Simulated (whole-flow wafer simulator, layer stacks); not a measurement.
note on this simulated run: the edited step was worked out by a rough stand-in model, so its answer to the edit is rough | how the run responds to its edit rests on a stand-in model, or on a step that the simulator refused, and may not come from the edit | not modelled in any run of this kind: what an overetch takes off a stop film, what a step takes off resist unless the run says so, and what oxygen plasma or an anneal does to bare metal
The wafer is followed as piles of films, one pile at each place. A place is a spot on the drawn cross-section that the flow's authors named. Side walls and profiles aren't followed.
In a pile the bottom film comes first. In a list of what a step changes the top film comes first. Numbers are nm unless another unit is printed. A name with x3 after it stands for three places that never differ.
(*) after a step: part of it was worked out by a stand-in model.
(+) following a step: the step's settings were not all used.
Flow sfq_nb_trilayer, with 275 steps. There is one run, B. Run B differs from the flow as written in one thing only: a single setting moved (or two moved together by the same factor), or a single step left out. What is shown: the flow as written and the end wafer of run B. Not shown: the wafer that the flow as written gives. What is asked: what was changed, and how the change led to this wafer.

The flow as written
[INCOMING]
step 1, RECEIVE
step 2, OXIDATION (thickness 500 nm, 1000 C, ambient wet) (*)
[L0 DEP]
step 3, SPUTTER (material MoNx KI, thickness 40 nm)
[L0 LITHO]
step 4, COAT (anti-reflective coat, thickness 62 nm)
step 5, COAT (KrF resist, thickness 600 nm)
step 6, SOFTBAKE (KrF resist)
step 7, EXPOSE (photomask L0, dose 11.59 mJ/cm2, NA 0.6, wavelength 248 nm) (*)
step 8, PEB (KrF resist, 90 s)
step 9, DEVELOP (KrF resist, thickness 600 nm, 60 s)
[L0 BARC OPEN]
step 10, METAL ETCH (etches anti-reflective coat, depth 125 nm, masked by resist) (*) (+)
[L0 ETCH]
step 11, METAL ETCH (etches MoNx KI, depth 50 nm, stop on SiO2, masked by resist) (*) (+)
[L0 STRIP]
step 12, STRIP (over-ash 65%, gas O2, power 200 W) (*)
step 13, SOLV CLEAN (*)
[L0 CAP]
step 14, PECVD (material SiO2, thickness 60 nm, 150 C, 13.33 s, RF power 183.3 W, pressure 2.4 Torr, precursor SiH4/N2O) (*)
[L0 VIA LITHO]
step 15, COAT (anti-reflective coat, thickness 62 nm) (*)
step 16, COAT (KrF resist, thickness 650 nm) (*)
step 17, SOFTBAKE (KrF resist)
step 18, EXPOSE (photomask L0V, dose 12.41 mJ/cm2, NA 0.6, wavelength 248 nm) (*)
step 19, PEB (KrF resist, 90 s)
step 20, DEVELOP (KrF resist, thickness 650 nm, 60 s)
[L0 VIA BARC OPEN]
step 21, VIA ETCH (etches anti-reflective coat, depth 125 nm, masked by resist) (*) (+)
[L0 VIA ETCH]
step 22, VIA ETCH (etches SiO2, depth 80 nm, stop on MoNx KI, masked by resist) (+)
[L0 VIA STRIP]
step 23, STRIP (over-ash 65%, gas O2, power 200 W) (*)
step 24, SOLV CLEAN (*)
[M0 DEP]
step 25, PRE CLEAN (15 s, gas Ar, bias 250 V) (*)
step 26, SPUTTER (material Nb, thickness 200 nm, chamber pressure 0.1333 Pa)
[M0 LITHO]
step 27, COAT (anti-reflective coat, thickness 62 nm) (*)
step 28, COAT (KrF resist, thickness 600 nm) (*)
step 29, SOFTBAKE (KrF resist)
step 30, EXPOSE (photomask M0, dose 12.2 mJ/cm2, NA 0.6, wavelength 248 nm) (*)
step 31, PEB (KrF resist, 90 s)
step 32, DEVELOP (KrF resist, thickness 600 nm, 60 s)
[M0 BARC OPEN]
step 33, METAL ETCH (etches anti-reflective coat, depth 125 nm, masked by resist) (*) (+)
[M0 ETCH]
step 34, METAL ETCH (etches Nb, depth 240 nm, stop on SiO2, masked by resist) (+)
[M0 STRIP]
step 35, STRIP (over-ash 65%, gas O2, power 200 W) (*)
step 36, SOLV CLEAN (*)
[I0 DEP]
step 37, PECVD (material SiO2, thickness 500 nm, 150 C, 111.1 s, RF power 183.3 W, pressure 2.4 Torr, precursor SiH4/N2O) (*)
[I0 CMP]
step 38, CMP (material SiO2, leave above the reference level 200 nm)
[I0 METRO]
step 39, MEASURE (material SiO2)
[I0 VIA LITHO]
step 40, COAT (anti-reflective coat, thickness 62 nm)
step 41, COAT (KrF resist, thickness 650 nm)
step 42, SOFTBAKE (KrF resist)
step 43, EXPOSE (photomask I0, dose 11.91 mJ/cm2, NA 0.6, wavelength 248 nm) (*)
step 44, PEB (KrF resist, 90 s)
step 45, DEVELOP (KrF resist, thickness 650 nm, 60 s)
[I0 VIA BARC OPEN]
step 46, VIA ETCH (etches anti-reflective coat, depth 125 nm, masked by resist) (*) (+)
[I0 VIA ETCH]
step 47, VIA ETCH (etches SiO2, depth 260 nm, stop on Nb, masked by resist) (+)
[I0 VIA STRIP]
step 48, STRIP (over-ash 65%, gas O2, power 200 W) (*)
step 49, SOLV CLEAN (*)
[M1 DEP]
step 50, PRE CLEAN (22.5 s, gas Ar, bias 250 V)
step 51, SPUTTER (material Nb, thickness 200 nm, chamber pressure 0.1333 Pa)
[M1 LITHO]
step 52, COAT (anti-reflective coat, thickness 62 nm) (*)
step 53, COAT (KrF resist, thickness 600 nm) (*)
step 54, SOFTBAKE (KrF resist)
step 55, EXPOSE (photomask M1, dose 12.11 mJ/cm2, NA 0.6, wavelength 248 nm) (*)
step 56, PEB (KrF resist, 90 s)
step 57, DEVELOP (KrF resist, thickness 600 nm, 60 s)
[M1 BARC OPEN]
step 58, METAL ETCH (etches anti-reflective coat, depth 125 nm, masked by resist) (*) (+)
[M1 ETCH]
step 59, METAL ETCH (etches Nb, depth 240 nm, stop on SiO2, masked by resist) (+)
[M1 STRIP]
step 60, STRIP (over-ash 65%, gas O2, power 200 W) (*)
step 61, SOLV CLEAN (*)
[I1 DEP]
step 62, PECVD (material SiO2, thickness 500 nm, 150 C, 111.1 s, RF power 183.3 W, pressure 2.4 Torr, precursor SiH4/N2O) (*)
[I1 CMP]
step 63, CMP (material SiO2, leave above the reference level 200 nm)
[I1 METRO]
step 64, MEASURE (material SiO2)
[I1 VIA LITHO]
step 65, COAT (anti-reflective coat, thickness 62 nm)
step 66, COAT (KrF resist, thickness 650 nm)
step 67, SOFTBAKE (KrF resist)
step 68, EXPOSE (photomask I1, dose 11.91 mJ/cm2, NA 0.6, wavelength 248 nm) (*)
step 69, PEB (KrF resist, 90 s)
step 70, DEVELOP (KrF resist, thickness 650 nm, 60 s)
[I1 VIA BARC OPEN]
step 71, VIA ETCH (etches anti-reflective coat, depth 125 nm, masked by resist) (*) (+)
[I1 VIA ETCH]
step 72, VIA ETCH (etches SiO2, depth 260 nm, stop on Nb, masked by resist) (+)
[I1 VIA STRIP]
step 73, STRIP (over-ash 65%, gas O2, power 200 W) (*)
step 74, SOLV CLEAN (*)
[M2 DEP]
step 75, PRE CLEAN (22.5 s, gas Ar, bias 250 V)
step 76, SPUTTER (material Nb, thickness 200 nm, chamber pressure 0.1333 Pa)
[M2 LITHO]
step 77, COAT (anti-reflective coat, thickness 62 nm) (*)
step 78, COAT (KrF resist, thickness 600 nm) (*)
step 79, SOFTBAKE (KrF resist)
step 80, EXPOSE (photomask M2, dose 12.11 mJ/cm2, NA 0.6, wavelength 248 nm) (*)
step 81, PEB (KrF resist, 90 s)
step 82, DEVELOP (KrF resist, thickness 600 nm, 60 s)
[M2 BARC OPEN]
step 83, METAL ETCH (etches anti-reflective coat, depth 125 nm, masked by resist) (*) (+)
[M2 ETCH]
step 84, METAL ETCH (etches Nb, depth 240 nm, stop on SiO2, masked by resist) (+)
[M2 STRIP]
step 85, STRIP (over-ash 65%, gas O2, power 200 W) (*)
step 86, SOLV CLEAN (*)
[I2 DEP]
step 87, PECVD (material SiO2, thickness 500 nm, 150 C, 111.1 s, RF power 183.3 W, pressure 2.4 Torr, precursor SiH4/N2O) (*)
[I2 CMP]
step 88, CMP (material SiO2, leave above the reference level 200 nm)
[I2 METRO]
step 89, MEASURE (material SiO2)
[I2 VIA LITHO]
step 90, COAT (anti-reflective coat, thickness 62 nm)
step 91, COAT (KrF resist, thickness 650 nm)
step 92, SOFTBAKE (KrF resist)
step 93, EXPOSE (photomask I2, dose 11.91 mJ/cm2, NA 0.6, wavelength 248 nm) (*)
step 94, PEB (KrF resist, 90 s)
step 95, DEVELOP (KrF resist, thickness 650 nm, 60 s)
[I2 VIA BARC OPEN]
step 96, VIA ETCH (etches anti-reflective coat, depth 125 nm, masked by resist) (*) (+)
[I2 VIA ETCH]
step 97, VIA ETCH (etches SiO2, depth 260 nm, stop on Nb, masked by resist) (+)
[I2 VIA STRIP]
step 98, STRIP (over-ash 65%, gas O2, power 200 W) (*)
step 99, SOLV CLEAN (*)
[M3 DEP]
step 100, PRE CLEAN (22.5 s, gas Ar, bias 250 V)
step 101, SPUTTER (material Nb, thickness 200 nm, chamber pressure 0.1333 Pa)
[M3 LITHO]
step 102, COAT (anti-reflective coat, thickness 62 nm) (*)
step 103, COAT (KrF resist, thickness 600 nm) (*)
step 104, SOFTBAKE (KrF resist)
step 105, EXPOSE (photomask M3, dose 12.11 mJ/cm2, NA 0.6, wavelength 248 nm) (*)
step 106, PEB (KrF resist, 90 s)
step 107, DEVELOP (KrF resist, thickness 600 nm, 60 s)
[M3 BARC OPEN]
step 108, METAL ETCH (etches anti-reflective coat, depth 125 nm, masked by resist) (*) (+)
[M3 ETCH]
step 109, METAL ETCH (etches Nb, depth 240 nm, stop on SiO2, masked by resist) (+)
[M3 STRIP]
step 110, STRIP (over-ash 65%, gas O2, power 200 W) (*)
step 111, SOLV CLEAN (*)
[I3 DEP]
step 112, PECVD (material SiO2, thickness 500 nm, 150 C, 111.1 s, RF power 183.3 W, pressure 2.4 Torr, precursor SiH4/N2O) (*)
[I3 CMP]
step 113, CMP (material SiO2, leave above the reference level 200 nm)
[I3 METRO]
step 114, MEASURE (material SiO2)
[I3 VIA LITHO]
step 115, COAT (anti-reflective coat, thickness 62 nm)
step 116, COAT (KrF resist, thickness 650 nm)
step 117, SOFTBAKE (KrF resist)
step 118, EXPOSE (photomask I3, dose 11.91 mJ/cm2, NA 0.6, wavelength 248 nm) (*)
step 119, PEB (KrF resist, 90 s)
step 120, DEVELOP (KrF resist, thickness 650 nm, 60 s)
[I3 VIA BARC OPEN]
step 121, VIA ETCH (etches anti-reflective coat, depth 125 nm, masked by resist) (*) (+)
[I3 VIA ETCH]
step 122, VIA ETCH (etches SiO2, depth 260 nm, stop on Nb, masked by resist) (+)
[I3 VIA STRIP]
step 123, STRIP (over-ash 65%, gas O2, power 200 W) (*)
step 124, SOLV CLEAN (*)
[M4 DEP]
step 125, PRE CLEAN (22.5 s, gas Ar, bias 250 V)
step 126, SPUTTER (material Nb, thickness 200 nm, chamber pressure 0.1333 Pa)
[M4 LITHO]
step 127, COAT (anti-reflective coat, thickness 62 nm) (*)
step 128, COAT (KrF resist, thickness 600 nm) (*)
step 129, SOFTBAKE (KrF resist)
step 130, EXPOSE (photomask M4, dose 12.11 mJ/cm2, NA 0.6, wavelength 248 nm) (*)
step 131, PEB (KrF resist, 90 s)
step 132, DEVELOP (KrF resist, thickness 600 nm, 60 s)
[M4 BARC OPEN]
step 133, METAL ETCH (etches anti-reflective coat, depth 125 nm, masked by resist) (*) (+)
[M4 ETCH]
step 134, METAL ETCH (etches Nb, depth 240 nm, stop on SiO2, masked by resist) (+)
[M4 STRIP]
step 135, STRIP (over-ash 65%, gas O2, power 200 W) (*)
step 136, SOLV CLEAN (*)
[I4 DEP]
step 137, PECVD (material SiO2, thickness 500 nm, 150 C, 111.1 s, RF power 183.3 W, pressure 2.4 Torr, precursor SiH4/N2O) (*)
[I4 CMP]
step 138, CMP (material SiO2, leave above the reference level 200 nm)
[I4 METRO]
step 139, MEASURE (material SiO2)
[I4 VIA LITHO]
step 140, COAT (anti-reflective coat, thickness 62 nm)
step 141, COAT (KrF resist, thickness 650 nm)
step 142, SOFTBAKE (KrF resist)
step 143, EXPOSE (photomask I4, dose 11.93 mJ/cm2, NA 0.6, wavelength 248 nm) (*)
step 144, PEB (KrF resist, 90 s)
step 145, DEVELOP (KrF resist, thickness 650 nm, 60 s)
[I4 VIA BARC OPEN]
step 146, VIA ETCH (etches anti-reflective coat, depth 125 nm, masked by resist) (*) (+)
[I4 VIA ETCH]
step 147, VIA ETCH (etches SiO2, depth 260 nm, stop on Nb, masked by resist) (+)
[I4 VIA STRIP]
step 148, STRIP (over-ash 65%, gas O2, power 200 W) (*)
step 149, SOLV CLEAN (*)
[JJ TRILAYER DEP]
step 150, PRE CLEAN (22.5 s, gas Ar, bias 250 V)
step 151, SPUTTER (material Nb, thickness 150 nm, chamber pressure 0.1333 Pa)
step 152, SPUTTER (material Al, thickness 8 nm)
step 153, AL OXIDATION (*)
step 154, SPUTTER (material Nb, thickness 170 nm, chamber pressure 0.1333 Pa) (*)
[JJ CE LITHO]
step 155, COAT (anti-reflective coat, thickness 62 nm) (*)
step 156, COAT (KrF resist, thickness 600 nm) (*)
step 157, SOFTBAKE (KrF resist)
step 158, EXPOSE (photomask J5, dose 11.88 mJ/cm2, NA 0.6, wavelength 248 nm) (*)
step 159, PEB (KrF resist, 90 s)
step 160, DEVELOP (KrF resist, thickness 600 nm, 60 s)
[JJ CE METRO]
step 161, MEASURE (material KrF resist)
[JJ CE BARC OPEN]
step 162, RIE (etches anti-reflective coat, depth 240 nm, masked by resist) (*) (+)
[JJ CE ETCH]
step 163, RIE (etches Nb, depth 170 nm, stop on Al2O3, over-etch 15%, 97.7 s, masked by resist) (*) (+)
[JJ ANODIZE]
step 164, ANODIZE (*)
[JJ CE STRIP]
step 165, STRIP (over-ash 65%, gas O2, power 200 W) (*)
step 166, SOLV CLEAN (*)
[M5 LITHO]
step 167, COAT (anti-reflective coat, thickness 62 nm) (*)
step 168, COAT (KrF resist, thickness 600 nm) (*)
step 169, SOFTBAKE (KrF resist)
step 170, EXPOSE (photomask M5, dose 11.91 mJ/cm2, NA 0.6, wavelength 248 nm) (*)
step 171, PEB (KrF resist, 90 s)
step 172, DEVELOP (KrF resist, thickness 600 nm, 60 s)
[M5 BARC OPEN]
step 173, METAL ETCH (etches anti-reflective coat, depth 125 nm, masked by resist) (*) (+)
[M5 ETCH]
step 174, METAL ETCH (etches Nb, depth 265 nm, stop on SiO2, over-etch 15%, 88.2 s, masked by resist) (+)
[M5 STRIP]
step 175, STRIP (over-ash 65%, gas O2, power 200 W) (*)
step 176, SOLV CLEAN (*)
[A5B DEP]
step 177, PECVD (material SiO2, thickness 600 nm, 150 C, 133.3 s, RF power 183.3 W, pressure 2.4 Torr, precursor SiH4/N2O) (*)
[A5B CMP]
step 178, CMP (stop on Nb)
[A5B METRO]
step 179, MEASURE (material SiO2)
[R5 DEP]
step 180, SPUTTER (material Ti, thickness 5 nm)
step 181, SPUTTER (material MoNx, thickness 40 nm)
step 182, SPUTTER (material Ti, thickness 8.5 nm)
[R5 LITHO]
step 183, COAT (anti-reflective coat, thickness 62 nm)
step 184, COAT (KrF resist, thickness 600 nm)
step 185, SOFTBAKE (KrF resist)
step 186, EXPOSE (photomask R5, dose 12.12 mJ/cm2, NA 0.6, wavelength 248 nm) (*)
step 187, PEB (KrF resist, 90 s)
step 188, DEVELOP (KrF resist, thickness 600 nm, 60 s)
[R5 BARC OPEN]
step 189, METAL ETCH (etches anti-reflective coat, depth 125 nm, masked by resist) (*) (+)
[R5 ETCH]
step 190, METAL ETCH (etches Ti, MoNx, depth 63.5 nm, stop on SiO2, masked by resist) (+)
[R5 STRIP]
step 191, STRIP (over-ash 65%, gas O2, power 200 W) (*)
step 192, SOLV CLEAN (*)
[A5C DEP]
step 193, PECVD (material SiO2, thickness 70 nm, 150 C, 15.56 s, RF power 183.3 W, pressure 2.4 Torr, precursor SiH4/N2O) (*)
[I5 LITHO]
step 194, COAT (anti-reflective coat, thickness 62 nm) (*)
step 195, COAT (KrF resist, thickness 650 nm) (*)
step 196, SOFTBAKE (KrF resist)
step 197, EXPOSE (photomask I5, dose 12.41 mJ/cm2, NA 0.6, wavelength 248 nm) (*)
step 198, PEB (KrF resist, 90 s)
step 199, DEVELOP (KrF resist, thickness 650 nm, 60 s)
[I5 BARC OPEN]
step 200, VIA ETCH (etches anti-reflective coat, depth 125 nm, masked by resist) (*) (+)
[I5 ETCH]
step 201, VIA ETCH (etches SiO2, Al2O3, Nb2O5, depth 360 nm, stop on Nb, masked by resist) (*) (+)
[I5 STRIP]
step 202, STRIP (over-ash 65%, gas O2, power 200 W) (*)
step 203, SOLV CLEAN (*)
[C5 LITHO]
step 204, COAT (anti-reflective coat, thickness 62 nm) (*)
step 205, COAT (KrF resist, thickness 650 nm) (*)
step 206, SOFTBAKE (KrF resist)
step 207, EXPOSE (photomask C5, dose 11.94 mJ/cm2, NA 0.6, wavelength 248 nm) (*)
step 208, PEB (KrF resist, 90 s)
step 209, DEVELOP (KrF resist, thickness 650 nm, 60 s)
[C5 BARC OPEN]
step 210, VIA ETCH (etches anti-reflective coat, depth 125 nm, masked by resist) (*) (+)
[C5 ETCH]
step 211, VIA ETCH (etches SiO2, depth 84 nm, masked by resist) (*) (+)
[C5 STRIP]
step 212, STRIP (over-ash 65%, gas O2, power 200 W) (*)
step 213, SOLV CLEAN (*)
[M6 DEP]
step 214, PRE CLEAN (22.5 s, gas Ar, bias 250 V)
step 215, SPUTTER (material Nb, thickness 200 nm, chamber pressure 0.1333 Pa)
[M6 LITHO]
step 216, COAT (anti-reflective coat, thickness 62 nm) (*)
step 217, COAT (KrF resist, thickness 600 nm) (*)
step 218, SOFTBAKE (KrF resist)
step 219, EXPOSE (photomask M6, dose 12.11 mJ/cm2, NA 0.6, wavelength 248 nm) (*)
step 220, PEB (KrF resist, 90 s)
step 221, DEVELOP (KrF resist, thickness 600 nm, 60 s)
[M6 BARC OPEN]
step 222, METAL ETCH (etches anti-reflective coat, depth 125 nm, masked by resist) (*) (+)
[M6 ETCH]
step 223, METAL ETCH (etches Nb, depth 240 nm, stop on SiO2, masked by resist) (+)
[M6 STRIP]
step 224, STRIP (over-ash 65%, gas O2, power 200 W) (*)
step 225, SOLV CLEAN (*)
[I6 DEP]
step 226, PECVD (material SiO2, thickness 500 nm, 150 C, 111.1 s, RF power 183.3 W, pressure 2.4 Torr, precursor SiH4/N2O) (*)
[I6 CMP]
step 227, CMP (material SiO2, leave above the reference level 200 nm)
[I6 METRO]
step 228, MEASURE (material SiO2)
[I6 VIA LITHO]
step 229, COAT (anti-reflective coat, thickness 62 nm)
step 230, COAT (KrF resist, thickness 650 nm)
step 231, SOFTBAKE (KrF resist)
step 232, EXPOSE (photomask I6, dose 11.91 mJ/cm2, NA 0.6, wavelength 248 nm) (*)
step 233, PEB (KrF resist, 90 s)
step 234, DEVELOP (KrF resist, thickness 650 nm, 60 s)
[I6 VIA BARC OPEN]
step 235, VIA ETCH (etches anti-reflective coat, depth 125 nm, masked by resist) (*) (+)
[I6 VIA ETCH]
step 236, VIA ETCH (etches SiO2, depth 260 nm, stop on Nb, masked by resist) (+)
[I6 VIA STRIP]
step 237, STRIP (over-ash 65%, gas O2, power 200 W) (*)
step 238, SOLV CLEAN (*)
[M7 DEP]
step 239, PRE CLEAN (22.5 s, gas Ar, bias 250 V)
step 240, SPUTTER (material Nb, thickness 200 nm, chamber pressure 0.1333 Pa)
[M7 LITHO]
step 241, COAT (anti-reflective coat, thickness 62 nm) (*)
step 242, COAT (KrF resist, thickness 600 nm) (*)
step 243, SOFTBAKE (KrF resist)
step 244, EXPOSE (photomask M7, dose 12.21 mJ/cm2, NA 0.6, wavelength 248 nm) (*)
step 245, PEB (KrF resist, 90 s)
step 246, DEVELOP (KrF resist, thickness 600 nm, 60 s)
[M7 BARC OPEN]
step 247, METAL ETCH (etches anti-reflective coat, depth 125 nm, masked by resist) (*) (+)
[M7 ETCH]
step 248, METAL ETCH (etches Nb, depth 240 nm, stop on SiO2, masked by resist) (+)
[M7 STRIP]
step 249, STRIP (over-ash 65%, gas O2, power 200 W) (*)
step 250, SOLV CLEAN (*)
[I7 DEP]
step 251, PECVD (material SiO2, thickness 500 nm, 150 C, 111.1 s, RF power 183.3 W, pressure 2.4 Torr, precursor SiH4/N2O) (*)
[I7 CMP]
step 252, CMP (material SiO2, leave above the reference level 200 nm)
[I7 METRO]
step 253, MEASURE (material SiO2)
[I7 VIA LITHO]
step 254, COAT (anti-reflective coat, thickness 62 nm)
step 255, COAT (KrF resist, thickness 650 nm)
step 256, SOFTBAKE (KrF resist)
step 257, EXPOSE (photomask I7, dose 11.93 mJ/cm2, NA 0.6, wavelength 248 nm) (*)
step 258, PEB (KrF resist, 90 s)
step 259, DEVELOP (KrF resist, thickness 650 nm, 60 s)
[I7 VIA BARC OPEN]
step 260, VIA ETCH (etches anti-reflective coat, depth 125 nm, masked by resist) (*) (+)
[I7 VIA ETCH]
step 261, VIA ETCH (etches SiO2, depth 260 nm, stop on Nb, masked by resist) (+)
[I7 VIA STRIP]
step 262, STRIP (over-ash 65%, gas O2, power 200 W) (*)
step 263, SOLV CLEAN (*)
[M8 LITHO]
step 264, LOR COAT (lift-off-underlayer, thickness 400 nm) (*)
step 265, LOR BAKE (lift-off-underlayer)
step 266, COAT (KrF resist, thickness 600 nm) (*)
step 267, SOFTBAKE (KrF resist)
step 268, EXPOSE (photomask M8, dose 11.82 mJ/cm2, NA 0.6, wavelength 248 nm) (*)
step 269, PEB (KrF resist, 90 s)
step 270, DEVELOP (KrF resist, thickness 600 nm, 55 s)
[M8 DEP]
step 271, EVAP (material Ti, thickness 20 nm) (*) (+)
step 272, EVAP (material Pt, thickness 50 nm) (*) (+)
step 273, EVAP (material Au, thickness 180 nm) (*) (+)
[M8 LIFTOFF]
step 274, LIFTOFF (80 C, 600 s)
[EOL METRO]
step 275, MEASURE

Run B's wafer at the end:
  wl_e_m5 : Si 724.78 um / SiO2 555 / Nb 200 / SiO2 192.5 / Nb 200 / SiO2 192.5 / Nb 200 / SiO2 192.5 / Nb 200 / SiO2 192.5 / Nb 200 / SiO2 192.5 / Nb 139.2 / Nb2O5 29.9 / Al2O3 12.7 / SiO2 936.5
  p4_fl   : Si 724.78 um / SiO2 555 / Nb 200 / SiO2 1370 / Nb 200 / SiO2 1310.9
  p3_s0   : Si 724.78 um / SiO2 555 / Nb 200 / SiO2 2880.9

Cause: step 251, PECVD: thickness 335 nm was run, though the flow has thickness 500 nm; step 251, PECVD: 74.44 s was run, where the flow has 111.1 s.

How this came from the change, step by step:
  step 251, PECVD (material SiO2, thickness 500 nm, 150 C, 111.1 s, RF power 183.3 W, pressure 2.4 Torr, precursor SiH4/N2O) (*)
      field_l, p4_fl, p4_fm and 56 more: SiO2 gains 335 (in the flow as written it would be: SiO2 gains 500)
      v_sur, via_wl, via_w and 37 more: SiO2 gains 335 (new film) (in the flow as written it would be: SiO2 gains 500 (new film))
      (also at 7 further places)
  step 252, CMP (material SiO2, leave above the reference level 200 nm)
      field_l, p4_fl, p4_fm and 56 more: nothing (in the flow as written it would be: SiO2 loses 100)
      field_r, lsp_l: nothing (in the flow as written it would be: SiO2 loses 77.7)
      (also at 45 further places)
  step 254, COAT (anti-reflective coat, thickness 62 nm)
      gap, jj_sur, ce_l, c5j, ce_r, sp_r, be_r: anti-reflective coat gains 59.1 (new film) (in the flow as written it would be: anti-reflective coat gains 62 (new film))
      wl_j_sl, wl_jj, wl_j_sr, wl_a_sl, wl_a_m6, wl_g_sr: anti-reflective coat gains 60.4 (new film) (in the flow as written it would be: anti-reflective coat gains 62 (new film))
      (also at 74 further places)
  step 255, COAT (KrF resist, thickness 650 nm)
      via_sp, m5r_linepad_l, m5r_linepad_r: KrF resist gains 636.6 (new film) (in the flow as written it would be: KrF resist gains 650 (new film))
      wl_c_sl, wl_c_m6: KrF resist gains 668.5 (new film) (in the flow as written it would be: KrF resist gains 650 (new film))
      (also at 26 further places)
  step 259, DEVELOP (KrF resist, thickness 650 nm, 60 s)
      via_wl: KrF resist loses 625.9 (all of it) (in the flow as written it would be: KrF resist loses 648.6 (all of it))
      via_w: KrF resist loses 629.9 (all of it) (in the flow as written it would be: KrF resist loses 648.6 (all of it))
      (also at 1 further place)
  step 260, VIA ETCH (etches anti-reflective coat, depth 125 nm, masked by resist) (*) (+)
      field_l, v_sur, via_sp and 100 more: KrF resist loses 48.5 (in the flow as written it would be: KrF resist loses 51.7)
      via_wl, via_w: anti-reflective coat loses 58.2 (all of it), SiO2 loses 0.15 (in the flow as written it would be: anti-reflective coat loses 62 (all of it), SiO2 loses 0.16)
      (also at 1 further place)
  step 262, STRIP (over-ash 65%, gas O2, power 200 W) (*)
      m0r_line_l, m0r_line_r, m6r_line_l, m6r_line_r: KrF resist loses 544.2 (all of it), anti-reflective coat loses 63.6 (all of it) (in the flow as written it would be: KrF resist loses 528.6 (all of it), anti-reflective coat loses 62 (all of it))
      m0r_space_l, m0r_space_r, m6r_space_l, m6r_space_r: KrF resist loses 539 (all of it), anti-reflective coat loses 71.3 (all of it) (in the flow as written it would be: KrF resist loses 528.6 (all of it), anti-reflective coat loses 62 (all of it))
      (also at 76 further places)
  step 264, LOR COAT (lift-off-underlayer, thickness 400 nm) (*)
      m0r_line_l, m0r_line_r, m6r_line_l, m6r_line_r: lift-off-underlayer gains 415 (new film) (in the flow as written it would be: lift-off-underlayer gains 400 (new film))
      m0r_space_l, m0r_space_r, m6r_space_l, m6r_space_r: lift-off-underlayer gains 420.1 (new film) (in the flow as written it would be: lift-off-underlayer gains 400 (new film))
      (also at 64 further places)
  step 266, COAT (KrF resist, thickness 600 nm) (*)
      l0v: KrF resist gains 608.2 (new film) (in the flow as written it would be: KrF resist gains 594.7 (new film))
  step 270, DEVELOP (KrF resist, thickness 600 nm, 55 s)
      field_l: KrF resist loses 600.8 (all of it), lift-off-underlayer loses 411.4 (all of it) (in the flow as written it would be: KrF resist loses 593.7 (all of it), lift-off-underlayer loses 388.2 (all of it))
      v_sur: KrF resist loses 599.4 (all of it), lift-off-underlayer loses 347 (all of it) (in the flow as written it would be: KrF resist loses 607.3 (all of it), lift-off-underlayer loses 369.4 (all of it))
      (also at 9 further places)
  step 274, LIFTOFF (80 C, 600 s)
      m0r_line_l, m0r_line_r, m6r_line_l, m6r_line_r: Au loses 180 (all of it), Pt loses 50 (all of it), Ti loses 20 (all of it), KrF resist loses 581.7 (all of it), lift-off-underlayer loses 415 (all of it) (in the flow as written it would be: Au loses 180 (all of it), Pt loses 50 (all of it), Ti loses 20 (all of it), KrF resist loses 576.2 (all of it), lift-off-underlayer loses 400 (all of it))
      m0r_space_l, m0r_space_r, m6r_space_l, m6r_space_r: Au loses 180 (all of it), Pt loses 50 (all of it), Ti loses 20 (all of it), KrF resist loses 577.6 (all of it), lift-off-underlayer loses 420.1 (all of it) (in the flow as written it would be: Au loses 180 (all of it), Pt loses 50 (all of it), Ti loses 20 (all of it), KrF resist loses 576.2 (all of it), lift-off-underlayer loses 400 (all of it))
      (also at 53 further places)
